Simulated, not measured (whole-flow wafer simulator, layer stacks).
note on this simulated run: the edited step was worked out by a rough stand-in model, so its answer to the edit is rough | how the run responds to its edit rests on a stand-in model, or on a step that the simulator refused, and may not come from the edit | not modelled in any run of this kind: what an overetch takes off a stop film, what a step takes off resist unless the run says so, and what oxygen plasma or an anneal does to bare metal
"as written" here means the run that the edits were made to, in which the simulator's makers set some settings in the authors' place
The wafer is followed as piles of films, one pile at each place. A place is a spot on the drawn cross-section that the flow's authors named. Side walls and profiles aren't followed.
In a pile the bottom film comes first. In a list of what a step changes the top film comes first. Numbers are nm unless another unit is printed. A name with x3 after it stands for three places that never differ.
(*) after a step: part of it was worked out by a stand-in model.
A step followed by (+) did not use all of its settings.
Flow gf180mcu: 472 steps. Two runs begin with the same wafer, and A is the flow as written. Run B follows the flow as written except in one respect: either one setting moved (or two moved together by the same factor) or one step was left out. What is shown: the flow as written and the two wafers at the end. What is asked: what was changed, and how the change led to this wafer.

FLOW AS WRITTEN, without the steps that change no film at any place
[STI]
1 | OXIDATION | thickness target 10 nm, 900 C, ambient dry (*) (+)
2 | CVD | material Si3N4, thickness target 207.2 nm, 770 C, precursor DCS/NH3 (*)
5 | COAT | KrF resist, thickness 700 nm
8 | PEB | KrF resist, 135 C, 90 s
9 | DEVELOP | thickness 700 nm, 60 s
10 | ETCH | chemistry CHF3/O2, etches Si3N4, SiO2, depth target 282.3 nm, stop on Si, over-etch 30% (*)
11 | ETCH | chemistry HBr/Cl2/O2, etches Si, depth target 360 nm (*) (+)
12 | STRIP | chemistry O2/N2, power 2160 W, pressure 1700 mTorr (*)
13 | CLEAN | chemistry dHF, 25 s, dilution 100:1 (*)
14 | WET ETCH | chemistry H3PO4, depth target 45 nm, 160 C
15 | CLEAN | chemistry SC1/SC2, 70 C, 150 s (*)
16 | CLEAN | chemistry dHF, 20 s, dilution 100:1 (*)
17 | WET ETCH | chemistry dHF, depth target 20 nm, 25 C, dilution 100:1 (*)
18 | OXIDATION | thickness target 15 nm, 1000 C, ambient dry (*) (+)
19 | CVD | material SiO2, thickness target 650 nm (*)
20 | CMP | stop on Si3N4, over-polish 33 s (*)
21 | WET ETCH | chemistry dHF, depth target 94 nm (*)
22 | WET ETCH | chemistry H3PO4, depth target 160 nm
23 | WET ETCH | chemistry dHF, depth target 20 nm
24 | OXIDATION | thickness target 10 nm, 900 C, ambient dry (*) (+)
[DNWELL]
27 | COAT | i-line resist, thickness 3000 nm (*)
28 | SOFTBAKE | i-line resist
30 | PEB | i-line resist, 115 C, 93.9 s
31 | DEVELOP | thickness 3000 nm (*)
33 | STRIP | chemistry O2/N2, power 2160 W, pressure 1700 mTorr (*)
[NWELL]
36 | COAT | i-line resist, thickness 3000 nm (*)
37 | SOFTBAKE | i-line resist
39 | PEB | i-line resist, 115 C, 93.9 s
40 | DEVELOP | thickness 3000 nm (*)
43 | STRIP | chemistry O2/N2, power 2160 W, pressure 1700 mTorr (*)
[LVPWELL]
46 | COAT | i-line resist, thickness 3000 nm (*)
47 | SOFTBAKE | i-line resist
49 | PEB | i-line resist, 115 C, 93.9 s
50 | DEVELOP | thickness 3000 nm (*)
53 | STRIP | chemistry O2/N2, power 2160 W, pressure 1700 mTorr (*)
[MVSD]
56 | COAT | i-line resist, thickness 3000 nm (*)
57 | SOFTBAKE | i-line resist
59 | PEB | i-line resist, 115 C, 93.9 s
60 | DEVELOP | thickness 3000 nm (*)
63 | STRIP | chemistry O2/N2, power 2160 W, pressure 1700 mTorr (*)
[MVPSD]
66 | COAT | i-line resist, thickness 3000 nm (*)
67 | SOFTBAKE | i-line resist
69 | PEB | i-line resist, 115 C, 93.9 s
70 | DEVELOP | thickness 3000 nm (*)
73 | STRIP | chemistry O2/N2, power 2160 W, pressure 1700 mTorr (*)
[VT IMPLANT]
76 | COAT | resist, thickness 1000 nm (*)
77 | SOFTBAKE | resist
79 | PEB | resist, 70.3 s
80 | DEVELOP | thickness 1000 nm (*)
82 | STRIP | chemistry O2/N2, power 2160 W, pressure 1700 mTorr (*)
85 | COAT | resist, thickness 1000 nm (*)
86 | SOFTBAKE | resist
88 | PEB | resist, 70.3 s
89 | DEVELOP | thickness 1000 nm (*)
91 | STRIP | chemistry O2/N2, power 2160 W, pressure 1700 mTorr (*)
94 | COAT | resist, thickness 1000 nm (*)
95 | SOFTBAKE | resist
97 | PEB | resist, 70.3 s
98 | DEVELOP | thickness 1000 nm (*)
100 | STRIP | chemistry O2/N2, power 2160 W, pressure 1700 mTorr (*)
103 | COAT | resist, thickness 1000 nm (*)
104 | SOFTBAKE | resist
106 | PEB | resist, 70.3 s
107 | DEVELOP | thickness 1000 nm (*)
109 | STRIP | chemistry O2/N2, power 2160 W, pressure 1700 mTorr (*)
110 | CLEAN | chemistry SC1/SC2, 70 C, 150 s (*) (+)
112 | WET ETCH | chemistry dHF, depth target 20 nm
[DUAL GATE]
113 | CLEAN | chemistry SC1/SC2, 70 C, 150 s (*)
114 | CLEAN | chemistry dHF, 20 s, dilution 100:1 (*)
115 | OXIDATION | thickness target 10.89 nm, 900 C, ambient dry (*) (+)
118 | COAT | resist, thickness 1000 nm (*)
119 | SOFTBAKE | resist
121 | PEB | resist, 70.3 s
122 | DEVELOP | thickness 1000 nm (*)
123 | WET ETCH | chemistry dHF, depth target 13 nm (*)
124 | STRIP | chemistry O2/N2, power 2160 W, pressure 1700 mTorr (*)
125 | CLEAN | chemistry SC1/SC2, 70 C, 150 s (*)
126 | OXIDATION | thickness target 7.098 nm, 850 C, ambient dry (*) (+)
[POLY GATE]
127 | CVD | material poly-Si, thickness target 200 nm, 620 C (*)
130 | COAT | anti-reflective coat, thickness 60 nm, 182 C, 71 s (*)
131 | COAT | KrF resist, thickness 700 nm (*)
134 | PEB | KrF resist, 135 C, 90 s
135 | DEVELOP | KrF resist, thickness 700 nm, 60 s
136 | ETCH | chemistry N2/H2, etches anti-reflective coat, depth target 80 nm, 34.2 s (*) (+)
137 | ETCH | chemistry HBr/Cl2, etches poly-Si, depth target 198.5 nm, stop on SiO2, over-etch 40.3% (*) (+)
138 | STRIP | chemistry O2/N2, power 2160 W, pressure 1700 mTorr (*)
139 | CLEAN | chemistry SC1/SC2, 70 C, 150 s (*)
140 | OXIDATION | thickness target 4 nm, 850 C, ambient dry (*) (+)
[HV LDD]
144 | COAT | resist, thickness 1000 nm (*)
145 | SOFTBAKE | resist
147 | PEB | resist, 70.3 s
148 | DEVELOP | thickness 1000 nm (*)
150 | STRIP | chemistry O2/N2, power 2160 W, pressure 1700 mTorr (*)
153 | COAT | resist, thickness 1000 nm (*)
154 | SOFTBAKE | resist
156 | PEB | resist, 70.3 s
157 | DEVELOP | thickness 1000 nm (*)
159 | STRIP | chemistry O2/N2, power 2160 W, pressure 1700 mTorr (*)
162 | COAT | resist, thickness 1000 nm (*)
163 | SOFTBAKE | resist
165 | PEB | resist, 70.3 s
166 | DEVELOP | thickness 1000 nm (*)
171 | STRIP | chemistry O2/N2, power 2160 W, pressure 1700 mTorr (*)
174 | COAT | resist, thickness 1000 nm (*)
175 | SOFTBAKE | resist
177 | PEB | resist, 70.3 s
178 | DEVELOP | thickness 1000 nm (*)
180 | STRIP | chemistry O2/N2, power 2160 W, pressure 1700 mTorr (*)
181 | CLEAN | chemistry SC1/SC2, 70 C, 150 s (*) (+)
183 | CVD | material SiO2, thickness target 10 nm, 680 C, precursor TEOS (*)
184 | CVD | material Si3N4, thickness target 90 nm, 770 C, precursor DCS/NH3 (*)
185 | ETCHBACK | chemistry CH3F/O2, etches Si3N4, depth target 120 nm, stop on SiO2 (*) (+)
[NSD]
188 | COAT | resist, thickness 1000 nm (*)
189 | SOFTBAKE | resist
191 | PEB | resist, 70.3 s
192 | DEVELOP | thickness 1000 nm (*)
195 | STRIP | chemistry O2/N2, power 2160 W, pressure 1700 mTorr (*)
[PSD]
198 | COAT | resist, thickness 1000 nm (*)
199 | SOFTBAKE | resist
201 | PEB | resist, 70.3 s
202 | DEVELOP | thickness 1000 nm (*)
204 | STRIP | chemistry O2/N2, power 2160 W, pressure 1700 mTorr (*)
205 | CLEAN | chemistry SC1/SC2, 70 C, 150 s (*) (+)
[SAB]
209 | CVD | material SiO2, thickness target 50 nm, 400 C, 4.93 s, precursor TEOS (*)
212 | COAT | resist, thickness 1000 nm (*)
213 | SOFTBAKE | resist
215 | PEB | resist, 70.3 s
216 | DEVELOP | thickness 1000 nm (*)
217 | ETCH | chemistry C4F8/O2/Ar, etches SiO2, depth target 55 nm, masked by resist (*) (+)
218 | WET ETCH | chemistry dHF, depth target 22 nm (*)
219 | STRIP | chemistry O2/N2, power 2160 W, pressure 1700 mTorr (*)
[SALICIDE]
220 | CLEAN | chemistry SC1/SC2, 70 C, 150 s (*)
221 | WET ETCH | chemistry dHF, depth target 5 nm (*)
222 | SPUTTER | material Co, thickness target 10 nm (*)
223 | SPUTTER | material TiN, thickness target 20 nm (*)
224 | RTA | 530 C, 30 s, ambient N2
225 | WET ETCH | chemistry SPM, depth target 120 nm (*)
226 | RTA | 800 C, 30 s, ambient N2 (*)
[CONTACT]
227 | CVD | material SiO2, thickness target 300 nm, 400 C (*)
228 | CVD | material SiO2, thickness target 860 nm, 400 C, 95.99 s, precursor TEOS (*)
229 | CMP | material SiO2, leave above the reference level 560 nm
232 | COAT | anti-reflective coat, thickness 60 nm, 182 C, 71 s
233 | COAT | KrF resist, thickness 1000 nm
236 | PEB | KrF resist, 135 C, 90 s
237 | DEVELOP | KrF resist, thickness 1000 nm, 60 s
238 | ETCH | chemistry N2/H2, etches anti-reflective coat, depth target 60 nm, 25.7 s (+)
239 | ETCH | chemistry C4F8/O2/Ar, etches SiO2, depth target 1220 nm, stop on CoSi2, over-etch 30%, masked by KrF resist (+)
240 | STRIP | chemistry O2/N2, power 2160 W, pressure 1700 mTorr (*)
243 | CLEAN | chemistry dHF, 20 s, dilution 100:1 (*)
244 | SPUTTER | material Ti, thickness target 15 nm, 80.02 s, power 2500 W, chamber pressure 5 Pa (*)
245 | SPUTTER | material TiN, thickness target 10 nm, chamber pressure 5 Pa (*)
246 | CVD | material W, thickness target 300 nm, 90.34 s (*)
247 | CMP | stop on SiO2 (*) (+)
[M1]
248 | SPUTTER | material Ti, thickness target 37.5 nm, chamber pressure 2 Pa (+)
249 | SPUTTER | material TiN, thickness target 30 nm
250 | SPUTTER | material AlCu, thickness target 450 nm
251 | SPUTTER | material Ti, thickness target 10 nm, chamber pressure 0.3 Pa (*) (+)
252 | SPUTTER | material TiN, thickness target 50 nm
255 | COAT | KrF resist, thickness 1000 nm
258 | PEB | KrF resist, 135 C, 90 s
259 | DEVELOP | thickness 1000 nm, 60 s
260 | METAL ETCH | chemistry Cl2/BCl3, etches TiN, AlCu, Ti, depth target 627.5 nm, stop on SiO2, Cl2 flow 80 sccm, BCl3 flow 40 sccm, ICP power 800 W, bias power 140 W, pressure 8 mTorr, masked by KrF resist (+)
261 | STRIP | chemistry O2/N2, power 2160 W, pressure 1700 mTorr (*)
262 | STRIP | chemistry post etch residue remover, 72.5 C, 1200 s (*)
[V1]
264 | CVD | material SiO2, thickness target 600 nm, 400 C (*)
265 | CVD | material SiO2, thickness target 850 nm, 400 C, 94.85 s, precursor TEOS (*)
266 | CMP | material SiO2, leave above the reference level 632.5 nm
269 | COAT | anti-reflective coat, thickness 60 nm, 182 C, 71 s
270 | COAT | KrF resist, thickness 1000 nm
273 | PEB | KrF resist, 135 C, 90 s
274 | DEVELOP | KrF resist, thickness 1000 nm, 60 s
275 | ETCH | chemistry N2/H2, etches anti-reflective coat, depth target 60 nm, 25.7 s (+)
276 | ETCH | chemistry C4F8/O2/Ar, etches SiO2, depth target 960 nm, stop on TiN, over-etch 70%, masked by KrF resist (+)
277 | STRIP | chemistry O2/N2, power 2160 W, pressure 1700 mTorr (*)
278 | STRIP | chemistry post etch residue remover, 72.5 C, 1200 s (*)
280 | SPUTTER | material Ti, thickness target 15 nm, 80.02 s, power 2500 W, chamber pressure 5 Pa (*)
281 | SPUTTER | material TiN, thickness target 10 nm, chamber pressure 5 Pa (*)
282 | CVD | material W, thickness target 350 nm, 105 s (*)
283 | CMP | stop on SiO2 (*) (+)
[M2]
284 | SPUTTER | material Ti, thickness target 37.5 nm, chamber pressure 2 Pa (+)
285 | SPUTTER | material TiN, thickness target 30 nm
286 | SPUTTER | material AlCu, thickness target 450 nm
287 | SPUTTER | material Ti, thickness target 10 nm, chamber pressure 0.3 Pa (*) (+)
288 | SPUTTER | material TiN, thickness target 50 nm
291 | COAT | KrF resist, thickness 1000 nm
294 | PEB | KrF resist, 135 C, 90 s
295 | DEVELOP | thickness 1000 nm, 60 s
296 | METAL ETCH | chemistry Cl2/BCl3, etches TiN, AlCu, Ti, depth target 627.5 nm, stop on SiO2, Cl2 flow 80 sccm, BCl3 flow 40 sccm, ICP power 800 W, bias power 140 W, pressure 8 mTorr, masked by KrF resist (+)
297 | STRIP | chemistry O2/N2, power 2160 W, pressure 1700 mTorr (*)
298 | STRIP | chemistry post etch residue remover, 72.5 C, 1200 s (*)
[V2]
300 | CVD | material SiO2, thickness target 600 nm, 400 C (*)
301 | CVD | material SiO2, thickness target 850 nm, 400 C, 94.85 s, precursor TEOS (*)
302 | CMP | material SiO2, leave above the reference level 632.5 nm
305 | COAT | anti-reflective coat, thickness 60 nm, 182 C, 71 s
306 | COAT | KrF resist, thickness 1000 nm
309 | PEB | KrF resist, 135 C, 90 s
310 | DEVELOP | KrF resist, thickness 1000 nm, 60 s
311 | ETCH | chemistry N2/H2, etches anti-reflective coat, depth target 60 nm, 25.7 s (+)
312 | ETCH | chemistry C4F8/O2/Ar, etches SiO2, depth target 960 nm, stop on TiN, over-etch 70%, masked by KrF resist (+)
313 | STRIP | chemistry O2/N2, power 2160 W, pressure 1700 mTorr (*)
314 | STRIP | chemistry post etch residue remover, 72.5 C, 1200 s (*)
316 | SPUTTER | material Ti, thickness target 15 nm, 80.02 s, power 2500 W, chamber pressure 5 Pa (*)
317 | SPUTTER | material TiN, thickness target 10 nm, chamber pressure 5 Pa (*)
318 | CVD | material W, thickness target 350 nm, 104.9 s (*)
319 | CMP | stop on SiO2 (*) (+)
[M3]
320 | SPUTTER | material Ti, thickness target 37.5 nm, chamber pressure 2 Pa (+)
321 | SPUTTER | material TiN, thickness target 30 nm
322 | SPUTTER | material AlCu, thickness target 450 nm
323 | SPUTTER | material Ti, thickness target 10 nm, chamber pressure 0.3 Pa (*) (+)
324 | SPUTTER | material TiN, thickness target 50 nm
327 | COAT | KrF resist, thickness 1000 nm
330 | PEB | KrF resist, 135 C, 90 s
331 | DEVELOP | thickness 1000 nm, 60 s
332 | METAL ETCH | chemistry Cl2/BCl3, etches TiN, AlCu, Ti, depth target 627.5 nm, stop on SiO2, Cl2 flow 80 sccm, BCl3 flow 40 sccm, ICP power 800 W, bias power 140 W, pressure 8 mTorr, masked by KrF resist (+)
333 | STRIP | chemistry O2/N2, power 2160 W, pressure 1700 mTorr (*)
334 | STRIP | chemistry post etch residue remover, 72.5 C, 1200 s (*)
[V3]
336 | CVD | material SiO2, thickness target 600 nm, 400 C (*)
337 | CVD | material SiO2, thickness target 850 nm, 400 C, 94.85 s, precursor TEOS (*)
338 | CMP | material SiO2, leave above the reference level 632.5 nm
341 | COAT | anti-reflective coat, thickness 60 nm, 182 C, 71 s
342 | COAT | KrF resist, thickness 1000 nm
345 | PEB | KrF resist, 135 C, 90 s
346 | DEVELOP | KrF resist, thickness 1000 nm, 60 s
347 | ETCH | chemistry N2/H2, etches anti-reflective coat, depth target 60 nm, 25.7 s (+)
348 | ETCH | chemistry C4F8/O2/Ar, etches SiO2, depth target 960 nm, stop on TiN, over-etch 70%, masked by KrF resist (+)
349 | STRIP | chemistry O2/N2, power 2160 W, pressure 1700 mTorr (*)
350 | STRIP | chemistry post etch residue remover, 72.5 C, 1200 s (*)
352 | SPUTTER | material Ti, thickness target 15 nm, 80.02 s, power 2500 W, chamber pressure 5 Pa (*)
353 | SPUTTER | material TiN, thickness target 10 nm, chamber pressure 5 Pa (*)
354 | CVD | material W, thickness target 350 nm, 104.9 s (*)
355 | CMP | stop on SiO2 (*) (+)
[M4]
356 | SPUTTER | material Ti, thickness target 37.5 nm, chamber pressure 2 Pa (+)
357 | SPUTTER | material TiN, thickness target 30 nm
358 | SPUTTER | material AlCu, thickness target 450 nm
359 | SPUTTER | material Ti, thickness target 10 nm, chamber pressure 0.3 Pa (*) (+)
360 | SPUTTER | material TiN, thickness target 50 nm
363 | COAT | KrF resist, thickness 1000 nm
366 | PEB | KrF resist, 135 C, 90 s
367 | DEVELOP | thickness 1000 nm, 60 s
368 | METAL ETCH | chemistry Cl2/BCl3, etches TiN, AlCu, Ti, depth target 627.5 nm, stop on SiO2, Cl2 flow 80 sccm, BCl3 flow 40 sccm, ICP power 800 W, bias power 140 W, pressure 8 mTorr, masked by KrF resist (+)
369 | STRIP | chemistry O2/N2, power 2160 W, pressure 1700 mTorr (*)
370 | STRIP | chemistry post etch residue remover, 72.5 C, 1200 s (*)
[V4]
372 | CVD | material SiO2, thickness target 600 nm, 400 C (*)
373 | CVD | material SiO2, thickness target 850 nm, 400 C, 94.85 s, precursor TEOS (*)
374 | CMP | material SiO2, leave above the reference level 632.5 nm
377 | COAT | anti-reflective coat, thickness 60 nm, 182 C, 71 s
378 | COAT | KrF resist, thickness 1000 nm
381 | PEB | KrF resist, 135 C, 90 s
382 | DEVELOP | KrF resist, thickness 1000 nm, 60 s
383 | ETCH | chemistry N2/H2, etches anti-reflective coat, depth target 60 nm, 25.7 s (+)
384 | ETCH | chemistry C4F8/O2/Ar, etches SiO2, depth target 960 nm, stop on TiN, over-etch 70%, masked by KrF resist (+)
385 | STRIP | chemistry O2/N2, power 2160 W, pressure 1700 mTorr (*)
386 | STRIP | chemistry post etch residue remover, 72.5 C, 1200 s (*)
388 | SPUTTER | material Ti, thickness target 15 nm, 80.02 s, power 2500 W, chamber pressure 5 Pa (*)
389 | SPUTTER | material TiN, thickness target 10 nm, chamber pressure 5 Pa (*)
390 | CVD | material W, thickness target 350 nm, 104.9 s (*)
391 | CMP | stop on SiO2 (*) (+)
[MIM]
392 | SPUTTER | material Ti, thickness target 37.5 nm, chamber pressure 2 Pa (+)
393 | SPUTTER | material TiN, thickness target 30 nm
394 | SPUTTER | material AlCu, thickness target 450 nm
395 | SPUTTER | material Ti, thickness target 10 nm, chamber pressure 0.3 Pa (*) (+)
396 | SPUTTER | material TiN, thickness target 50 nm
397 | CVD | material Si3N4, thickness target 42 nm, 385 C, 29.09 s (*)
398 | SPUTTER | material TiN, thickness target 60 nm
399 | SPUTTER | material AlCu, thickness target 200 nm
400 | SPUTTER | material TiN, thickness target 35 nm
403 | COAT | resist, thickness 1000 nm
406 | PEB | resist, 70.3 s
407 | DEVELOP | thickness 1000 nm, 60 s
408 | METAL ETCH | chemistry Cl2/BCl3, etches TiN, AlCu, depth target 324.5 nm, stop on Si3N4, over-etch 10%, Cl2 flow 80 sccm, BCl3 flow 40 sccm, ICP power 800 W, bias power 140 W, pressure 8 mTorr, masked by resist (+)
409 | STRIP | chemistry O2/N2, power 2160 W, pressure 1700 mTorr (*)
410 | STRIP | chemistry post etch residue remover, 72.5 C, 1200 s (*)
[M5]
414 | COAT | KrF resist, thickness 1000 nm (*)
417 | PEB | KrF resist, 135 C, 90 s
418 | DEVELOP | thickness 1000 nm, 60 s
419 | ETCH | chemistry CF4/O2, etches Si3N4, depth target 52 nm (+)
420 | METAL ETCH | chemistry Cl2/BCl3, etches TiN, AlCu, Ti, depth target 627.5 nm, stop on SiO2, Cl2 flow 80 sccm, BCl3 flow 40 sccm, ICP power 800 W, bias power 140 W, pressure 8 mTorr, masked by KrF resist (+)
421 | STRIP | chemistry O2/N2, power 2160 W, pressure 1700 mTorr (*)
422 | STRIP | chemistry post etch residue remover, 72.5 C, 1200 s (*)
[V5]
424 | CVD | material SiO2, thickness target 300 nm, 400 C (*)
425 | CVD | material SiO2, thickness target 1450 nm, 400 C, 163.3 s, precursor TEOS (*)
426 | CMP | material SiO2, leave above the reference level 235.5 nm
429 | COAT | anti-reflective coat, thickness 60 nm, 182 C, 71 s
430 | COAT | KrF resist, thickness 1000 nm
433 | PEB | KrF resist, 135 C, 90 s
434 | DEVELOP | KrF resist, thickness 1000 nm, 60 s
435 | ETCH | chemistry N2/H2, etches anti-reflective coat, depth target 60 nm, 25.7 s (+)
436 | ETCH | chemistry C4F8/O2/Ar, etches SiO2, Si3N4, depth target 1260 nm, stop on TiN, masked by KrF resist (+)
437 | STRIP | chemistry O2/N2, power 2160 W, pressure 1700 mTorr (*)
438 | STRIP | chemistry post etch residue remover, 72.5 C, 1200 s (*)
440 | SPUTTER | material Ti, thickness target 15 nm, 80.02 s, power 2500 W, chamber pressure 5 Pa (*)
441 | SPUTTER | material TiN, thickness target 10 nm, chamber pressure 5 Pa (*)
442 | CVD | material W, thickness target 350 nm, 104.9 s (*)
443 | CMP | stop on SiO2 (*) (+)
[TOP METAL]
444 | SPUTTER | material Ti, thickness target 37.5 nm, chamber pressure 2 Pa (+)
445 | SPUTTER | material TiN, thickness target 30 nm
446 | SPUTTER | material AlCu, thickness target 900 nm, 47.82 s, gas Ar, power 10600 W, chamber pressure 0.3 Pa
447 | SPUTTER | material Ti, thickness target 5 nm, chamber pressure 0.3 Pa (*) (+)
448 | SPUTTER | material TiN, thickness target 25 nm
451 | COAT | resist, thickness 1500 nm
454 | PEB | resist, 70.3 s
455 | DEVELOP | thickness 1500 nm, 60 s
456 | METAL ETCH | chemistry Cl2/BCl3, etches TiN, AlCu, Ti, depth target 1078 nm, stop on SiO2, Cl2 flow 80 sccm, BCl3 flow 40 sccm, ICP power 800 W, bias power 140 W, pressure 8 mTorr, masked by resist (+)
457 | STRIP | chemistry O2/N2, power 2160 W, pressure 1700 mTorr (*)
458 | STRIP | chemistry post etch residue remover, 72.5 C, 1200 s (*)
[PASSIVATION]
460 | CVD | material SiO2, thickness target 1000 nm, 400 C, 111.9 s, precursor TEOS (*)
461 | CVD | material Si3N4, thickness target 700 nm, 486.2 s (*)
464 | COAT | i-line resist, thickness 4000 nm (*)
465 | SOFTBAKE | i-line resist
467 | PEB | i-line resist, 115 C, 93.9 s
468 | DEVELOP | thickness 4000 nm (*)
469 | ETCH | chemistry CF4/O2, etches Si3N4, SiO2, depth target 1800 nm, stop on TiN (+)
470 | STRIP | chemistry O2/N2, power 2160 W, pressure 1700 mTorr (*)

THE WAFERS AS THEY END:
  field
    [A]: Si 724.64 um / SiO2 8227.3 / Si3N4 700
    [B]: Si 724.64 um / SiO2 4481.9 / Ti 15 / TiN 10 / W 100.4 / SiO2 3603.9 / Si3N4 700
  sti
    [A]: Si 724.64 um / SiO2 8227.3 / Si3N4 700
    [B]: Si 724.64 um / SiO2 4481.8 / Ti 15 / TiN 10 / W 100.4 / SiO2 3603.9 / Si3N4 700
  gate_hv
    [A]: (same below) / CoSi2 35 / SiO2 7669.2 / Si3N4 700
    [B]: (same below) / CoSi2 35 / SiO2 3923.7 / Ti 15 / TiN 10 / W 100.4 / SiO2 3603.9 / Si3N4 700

Cause: step 337, CVD: thickness target 382 nm was run, though the flow has thickness target 850 nm; step 337, CVD: 42.68 s was run, where the flow has 94.85 s.

Step by step, how the change led to this:
  337 | CVD | material SiO2, thickness target 850 nm, 400 C, 94.85 s, precursor TEOS (*)
      field, field__w1, field__w2 and 108 more: A +850 SiO2 | B +392.4 SiO2
  338 | CMP | material SiO2, leave above the reference level 632.5 nm
      field, field__w1, field__w2 and 103 more: A -300 SiO2 | B nothing
      field__w8, contact, m1, m1__w1, m1_nw: A -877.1 SiO2 | B -419.5 SiO2
  341 | COAT | anti-reflective coat, thickness 60 nm, 182 C, 71 s
      field: A +60 anti-reflective coat (new film) | B +127.1 anti-reflective coat (new film)
      field__w1: A +60 anti-reflective coat (new film) | B +88.2 anti-reflective coat (new film)
      (as well as at 20 more places)
  342 | COAT | KrF resist, thickness 1000 nm
      field: A +1000 KrF resist (new film) | B +973.3 KrF resist (new film)
      field__w1: A +1000 KrF resist (new film) | B +974.8 KrF resist (new film)
      (as well as at 13 more places)
  345 | PEB | KrF resist, 135 C, 90 s
      polyc_n, polyc_n_rim: A -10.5 KrF resist | B -12 KrF resist
      contact: A -10.5 KrF resist | B -9.22 KrF resist
      (as well as at 6 more places)
  346 | DEVELOP | KrF resist, thickness 1000 nm, 60 s
      contact: A -989.5 KrF resist (all of it) | B -906.7 KrF resist (all of it)
  347 | ETCH | chemistry N2/H2, etches anti-reflective coat, depth target 60 nm, 25.7 s (+)
      contact: A -60 anti-reflective coat (all of it), -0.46 SiO2 | B -21.2 anti-reflective coat (all of it), -1.46 SiO2
  349 | STRIP | chemistry O2/N2, power 2160 W, pressure 1700 mTorr (*)
      field: A -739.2 KrF resist (all of it), -60 anti-reflective coat (all of it) | B -712.7 KrF resist (all of it), -127.1 anti-reflective coat (all of it)
      field__w1: A -739.2 KrF resist (all of it), -60 anti-reflective coat (all of it) | B -714.2 KrF resist (all of it), -88.2 anti-reflective coat (all of it)
      (as well as at 19 more places)
  352 | SPUTTER | material Ti, thickness target 15 nm, 80.02 s, power 2500 W, chamber pressure 5 Pa (*)
      contact: A +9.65 Ti (new film) | B +10.6 Ti (new film)
  353 | SPUTTER | material TiN, thickness target 10 nm, chamber pressure 5 Pa (*)
      contact: A +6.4 TiN (new film) | B +7.04 TiN (new film)
  354 | CVD | material W, thickness target 350 nm, 104.9 s (*)
      contact: A +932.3 W (new film) | B +773.1 W (new film)
  355 | CMP | stop on SiO2 (*) (+)
      field, field__w1, field__w2 and 103 more: A -350 W (all of it), -10 TiN (all of it), -15 Ti (all of it), -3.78 SiO2 | B -237.4 W
      field__w8, m1, m1__w1, m1_nw: A -350 W (all of it), -10 TiN (all of it), -15 Ti (all of it), -3.78 SiO2 | B -350 W (all of it), -10 TiN (all of it), -15 Ti (all of it), -20 SiO2
      (as well as at 1 more place)
  368 | METAL ETCH | chemistry Cl2/BCl3, etches TiN, AlCu, Ti, depth target 627.5 nm, stop on SiO2, Cl2 flow 80 sccm, BCl3 flow 40 sccm, ICP power 800 W, bias power 140 W, pressure 8 mTorr, masked by KrF resist (+)
      field, field__w1, field__w2 and 103 more: A -50 TiN (all of it), -10 Ti (all of it), -450 AlCu (all of it), -30 TiN (all of it), -37.5 Ti (all of it) | B -50 TiN (all of it), -10 Ti (all of it), -450 AlCu (all of it), -30 TiN (all of it), -37.5 Ti (all of it), -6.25 W
  370 | STRIP | chemistry post etch residue remover, 72.5 C, 1200 s (*)
      field, field__w1, field__w2 and 103 more: A nothing | B -6.01 W
  372 | CVD | material SiO2, thickness target 600 nm, 400 C (*)
      field, field__w1, field__w2 and 103 more: A +600 SiO2 | B +600 SiO2 (new film)
  374 | CMP | material SiO2, leave above the reference level 632.5 nm
      field, field__w1, field__w2 and 103 more: A -300 SiO2 | B -287.7 SiO2
With metal films that touch counted as one body, field has 1 body; the flow as written gives 0 bodies.
With metal films that touch counted as one body, sti has 1 body; the flow as written gives 0 bodies.
With metal films that touch counted as one body, gate_hv has 2 bodies (between them, from the top down: SiO2 3923.7); the flow as written gives 1 body.
